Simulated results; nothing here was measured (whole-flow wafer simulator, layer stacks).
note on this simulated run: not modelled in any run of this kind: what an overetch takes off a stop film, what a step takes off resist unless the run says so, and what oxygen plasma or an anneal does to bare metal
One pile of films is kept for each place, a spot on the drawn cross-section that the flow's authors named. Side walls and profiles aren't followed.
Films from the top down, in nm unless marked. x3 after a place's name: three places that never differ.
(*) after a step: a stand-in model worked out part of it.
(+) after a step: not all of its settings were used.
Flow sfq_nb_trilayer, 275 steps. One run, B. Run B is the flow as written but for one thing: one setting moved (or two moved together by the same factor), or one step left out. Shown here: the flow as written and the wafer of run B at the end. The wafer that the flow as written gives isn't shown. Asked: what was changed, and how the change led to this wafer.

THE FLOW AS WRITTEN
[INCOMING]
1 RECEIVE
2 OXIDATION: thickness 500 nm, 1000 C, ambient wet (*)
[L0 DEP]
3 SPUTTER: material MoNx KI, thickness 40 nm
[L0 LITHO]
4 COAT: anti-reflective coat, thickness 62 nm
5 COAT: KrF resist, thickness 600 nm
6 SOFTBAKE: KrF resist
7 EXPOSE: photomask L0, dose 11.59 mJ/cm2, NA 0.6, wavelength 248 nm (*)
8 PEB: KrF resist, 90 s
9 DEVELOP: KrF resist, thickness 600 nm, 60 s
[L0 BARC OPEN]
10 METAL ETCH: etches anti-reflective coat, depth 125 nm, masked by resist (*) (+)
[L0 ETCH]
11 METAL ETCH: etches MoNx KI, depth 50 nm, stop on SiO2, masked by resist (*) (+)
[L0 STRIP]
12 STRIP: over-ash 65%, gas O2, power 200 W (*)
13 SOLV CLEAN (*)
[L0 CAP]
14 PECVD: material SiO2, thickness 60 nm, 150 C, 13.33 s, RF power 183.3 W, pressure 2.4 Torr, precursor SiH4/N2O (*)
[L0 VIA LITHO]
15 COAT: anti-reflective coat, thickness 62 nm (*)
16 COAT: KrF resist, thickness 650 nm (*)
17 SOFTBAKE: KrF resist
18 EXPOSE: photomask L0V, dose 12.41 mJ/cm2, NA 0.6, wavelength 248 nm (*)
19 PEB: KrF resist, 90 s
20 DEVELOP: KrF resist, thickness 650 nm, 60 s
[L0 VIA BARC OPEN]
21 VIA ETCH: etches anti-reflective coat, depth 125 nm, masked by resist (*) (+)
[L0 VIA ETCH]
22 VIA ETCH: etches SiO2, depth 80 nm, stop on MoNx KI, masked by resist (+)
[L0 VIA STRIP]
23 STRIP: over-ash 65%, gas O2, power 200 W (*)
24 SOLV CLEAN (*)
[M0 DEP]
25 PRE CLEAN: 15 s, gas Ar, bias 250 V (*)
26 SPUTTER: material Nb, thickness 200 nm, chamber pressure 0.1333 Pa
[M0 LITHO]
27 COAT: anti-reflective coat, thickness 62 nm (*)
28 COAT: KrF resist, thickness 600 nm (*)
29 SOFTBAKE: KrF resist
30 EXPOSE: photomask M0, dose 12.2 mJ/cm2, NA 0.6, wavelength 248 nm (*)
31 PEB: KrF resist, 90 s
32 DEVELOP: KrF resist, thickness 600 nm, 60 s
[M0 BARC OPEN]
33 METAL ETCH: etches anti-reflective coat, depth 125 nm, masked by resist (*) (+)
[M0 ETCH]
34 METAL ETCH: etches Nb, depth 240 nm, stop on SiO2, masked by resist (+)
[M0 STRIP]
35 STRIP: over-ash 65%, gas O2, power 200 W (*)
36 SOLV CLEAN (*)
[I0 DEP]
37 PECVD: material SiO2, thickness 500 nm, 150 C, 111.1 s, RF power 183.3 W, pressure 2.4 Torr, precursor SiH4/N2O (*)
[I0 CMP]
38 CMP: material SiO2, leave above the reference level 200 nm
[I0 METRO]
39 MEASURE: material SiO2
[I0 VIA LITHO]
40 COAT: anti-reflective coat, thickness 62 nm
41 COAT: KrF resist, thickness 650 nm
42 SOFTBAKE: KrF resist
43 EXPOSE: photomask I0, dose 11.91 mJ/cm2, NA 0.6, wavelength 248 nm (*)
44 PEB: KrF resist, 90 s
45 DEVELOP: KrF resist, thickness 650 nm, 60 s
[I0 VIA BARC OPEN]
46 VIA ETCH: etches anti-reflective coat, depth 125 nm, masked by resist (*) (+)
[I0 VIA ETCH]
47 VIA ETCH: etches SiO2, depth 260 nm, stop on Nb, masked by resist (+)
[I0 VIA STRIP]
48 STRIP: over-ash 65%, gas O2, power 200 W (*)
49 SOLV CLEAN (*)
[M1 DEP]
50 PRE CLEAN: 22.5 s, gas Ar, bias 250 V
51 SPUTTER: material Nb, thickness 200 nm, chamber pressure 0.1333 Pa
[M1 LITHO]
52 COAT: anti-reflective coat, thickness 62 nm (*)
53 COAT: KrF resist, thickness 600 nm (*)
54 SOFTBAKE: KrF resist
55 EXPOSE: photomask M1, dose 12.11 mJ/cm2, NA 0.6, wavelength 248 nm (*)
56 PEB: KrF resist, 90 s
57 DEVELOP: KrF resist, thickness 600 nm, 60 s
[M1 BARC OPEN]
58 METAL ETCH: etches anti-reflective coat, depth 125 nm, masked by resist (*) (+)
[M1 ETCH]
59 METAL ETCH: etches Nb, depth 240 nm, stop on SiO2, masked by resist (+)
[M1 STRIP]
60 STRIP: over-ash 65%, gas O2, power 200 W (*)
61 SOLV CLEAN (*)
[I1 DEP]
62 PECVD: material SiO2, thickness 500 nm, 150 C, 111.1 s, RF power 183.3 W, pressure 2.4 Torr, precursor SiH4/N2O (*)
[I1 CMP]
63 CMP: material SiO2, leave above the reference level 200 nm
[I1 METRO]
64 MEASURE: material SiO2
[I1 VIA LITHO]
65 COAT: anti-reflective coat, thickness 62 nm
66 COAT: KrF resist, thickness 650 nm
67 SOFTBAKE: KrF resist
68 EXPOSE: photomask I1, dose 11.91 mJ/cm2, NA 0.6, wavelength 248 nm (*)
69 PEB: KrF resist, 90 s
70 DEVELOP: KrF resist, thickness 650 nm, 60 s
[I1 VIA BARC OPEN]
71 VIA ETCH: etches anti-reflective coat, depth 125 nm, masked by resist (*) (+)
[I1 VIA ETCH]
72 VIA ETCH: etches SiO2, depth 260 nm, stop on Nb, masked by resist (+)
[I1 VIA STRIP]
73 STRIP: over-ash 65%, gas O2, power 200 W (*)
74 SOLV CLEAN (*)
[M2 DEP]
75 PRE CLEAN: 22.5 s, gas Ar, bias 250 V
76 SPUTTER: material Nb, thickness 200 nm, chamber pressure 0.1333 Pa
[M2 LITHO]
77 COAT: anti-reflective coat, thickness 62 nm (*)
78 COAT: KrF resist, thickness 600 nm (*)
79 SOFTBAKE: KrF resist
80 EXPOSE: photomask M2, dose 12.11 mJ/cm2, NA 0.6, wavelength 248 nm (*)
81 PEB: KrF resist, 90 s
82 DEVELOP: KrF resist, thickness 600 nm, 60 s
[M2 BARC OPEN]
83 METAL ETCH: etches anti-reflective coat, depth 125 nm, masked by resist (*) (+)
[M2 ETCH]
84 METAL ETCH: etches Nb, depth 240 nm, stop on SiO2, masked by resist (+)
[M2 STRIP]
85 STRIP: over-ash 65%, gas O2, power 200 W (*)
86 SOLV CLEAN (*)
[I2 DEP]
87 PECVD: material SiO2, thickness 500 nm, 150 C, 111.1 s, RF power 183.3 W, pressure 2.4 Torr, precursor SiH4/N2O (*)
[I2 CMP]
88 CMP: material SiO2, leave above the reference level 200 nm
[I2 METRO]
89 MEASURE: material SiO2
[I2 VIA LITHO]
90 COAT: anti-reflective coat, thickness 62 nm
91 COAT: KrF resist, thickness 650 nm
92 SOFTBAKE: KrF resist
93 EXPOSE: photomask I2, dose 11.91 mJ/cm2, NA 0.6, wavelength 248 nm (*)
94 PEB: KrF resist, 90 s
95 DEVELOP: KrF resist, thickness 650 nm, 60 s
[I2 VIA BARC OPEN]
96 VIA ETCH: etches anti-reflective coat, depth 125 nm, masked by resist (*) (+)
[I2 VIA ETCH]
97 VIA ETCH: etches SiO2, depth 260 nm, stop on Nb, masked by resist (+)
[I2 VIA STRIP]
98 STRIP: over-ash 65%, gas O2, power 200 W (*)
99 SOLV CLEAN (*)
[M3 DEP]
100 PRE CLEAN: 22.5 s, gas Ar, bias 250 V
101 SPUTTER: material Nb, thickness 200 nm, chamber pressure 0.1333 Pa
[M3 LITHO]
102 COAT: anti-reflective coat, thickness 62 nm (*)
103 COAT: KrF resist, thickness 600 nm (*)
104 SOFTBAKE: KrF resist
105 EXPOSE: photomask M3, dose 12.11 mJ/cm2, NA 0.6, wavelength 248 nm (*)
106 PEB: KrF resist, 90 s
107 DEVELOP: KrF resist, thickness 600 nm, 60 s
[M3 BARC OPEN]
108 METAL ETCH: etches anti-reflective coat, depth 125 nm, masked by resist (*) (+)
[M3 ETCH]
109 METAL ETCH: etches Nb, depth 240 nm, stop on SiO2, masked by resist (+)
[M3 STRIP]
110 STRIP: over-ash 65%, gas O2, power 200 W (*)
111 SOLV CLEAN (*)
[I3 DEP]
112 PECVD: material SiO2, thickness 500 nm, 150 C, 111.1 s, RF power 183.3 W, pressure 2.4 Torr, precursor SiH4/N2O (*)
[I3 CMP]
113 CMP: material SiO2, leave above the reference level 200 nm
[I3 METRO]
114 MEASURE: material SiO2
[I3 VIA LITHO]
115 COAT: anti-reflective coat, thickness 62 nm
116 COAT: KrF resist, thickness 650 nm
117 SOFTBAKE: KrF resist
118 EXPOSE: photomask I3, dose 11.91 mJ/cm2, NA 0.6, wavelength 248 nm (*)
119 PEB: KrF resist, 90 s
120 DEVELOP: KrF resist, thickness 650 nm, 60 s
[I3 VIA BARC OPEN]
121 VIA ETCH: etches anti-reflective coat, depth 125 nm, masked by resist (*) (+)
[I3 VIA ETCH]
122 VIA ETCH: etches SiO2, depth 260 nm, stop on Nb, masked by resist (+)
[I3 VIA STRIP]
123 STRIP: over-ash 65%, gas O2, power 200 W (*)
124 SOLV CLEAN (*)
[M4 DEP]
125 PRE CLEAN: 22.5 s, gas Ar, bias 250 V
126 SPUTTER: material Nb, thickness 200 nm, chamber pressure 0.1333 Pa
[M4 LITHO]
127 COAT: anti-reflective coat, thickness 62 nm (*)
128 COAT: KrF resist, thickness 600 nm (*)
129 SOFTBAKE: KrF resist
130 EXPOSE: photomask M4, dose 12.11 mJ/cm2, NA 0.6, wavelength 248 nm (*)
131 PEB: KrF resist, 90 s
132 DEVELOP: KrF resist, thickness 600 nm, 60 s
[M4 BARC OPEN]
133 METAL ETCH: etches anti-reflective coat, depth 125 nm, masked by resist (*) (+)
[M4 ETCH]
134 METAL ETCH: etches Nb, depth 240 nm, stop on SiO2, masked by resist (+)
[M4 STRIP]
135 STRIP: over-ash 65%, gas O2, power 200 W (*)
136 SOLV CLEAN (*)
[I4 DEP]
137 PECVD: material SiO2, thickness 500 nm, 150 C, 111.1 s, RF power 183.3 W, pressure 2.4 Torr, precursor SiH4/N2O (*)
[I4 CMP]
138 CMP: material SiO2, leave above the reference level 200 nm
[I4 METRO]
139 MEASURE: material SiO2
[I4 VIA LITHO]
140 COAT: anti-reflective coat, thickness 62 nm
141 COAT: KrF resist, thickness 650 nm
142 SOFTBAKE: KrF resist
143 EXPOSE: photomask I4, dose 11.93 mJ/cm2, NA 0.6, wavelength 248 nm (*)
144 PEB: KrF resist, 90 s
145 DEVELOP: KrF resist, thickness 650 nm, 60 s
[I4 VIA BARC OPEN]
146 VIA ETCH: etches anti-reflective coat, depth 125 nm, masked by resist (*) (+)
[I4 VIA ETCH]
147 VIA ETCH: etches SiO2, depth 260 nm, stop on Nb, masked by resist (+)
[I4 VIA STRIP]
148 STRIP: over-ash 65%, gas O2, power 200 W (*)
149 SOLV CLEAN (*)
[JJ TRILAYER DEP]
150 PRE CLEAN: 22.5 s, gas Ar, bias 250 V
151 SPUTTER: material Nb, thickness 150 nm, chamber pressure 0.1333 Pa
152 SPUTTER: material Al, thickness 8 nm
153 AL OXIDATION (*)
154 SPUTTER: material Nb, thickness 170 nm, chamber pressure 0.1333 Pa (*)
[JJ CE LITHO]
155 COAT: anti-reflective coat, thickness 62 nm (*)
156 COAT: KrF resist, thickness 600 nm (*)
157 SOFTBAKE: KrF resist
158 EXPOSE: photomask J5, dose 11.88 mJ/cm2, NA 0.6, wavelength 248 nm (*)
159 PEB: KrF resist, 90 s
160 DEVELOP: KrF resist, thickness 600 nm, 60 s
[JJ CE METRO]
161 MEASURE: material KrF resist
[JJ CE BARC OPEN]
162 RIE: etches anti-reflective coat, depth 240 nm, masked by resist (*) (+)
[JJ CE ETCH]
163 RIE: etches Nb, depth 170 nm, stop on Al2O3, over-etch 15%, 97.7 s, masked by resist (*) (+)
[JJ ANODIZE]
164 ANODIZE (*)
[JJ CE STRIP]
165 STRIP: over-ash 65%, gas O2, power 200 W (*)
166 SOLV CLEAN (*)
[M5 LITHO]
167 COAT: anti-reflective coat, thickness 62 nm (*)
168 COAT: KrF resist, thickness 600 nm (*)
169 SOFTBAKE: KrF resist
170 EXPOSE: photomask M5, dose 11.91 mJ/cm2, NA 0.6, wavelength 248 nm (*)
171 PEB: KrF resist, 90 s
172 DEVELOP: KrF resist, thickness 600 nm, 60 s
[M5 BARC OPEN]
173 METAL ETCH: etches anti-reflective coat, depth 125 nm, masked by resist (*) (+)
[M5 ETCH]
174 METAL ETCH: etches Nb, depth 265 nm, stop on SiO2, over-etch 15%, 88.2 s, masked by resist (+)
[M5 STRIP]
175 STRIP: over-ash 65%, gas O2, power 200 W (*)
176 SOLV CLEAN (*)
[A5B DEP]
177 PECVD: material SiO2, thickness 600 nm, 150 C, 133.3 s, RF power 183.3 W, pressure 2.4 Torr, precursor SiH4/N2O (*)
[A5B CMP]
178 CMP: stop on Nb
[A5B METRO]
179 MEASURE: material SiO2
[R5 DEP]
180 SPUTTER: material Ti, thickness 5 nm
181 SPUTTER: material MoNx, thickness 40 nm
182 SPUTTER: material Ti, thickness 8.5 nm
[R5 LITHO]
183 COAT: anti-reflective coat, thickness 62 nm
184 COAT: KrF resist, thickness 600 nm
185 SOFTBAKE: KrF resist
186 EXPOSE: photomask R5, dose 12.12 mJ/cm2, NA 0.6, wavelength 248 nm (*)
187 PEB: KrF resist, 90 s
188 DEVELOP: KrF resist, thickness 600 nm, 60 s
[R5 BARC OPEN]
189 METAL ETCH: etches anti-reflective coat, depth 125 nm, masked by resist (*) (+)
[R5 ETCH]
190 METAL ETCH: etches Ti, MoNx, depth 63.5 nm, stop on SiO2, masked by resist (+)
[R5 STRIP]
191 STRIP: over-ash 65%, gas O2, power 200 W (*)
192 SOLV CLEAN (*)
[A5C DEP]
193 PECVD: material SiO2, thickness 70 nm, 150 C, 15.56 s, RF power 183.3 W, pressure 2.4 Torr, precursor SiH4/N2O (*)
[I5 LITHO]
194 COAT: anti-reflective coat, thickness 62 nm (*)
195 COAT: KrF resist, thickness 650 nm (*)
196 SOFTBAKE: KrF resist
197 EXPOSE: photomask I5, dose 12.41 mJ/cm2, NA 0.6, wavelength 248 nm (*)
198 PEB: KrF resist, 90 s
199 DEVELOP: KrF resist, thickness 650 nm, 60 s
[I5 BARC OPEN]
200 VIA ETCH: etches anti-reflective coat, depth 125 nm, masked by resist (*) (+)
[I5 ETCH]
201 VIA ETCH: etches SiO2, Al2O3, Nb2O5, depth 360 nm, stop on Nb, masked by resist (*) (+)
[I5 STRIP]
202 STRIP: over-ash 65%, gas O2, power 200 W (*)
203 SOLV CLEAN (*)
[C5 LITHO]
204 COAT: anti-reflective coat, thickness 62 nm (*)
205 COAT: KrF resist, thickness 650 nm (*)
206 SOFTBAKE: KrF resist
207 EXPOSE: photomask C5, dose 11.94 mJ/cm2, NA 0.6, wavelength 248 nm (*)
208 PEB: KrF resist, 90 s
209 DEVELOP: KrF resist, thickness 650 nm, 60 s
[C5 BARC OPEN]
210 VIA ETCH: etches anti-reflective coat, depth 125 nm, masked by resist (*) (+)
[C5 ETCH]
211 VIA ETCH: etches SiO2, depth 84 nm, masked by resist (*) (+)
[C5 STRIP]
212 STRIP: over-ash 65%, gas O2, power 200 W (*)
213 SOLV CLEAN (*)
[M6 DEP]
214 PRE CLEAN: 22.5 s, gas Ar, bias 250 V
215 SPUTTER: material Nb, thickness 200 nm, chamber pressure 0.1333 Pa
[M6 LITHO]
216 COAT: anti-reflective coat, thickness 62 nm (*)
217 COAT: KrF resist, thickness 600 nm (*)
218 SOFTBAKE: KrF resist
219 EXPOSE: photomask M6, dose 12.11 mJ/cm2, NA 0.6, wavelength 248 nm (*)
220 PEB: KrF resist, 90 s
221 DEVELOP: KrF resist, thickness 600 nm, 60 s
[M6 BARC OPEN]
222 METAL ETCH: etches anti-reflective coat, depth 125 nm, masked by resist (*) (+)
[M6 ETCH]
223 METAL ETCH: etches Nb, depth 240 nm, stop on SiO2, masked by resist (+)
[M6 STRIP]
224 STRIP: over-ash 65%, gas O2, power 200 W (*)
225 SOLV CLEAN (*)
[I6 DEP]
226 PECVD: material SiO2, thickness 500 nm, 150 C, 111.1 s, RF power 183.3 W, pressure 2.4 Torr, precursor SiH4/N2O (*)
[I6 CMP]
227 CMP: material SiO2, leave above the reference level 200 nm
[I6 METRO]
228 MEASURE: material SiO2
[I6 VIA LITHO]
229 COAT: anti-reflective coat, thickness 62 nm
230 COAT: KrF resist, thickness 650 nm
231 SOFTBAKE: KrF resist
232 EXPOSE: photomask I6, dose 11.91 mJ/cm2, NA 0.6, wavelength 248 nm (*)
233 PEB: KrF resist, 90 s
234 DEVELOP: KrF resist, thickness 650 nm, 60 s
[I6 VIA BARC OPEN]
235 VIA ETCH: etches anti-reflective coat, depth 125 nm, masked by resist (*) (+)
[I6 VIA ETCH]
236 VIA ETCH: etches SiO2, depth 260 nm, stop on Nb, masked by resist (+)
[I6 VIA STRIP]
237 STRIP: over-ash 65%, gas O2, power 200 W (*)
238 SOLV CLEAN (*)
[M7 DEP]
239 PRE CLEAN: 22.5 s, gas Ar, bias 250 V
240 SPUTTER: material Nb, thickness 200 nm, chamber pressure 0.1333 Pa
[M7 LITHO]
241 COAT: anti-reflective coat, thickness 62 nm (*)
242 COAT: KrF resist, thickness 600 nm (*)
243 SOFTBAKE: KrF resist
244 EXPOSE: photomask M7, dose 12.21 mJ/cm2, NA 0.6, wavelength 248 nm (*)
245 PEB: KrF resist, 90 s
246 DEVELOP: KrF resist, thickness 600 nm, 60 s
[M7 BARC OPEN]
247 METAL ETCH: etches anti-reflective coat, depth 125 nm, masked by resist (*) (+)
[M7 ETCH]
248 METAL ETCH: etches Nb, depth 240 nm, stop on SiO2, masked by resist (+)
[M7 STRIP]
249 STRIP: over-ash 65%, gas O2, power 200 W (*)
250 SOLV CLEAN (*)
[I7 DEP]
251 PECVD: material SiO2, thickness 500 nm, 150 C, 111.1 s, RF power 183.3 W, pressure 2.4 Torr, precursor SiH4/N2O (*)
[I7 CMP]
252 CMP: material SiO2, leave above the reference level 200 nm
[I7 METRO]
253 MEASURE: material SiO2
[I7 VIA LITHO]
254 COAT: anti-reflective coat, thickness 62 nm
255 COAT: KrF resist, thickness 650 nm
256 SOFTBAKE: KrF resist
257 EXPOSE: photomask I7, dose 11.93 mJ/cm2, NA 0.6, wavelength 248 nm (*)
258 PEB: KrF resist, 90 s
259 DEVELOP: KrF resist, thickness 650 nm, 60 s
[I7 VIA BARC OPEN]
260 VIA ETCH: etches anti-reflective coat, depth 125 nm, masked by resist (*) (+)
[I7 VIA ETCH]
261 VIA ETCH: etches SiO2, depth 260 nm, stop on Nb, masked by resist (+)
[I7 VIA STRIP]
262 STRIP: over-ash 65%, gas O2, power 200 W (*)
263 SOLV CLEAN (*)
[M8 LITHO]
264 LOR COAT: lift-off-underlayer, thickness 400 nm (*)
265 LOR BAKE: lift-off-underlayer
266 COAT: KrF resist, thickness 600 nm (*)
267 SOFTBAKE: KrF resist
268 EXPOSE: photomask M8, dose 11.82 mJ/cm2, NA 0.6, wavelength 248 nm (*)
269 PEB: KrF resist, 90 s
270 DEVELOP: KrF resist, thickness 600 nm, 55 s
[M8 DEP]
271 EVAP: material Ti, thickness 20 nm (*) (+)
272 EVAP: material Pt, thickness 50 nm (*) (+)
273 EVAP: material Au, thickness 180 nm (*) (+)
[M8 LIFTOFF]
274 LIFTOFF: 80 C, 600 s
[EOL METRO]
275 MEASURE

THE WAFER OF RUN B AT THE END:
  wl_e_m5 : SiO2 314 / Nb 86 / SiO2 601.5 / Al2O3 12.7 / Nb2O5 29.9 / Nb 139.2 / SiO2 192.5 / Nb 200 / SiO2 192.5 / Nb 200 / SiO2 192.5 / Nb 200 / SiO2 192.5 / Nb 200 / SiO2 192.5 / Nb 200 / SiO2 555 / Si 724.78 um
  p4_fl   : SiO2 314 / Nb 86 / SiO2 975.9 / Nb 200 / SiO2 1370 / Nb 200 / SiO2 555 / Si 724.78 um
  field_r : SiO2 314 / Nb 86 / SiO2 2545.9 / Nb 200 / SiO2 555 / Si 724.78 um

The cause: step 248, METAL ETCH: depth 114 nm was run, where the flow has depth 240 nm.

How the change led to this, step by step:
  248 METAL ETCH: etches Nb, depth 240 nm, stop on SiO2, masked by resist (+)
      field_l, field_r, lsp_l and 62 more: Nb -114 (as written it would be: Nb -200 (all of it))
      v_sur, via_wl, via_w and 38 more: KrF resist -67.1 (as written it would be: KrF resist -141.2)
  249 STRIP: over-ash 65%, gas O2, power 200 W (*)
      wl_j_sl, wl_jj, wl_j_sr and 14 more: KrF resist -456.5 (all of it), anti-reflective coat -62 (all of it) (as written it would be: KrF resist -382.4 (all of it), anti-reflective coat -62 (all of it))
      ln_m5, lsp_m: KrF resist -456 (all of it), anti-reflective coat -61.8 (all of it) (as written it would be: KrF resist -381.9 (all of it), anti-reflective coat -61.8 (all of it))
      (and at 22 more places)
  251 PECVD: material SiO2, thickness 500 nm, 150 C, 111.1 s, RF power 183.3 W, pressure 2.4 Torr, precursor SiH4/N2O (*)
      field_l, p4_fl, p4_fm and 56 more: SiO2 +500 (new film) (as written it would be: SiO2 +500)
      field_r, lsp_l: SiO2 +487.3 (new film) (as written it would be: SiO2 +477.7)
      (and at 4 more places)
  252 CMP: material SiO2, leave above the reference level 200 nm
      field_l, p4_fl, p4_fm and 56 more: SiO2 -186 (as written it would be: SiO2 -100)
      field_r, lsp_l: SiO2 -173.3 (as written it would be: SiO2 -77.7)
      (and at 4 more places)
Counting metal films that touch as one body, wl_e_m5 has 7 bodies (between them, from the top down: SiO2 601.5 / Al2O3 12.7 / Nb2O5 29.9; SiO2 192.5; SiO2 192.5; SiO2 192.5; SiO2 192.5; SiO2 192.5); the flow as written gives 6 bodies (between them, from the top down: SiO2 192.5; SiO2 192.5; SiO2 192.5; SiO2 192.5; SiO2 192.5).
Counting metal films that touch as one body, p4_fl has 3 bodies (between them, from the top down: SiO2 975.9; SiO2 1370); the flow as written gives 2 bodies (between them, from the top down: SiO2 1370).
Counting metal films that touch as one body, field_r has 2 bodies (between them, from the top down: SiO2 2545.9); the flow as written gives 1 body.
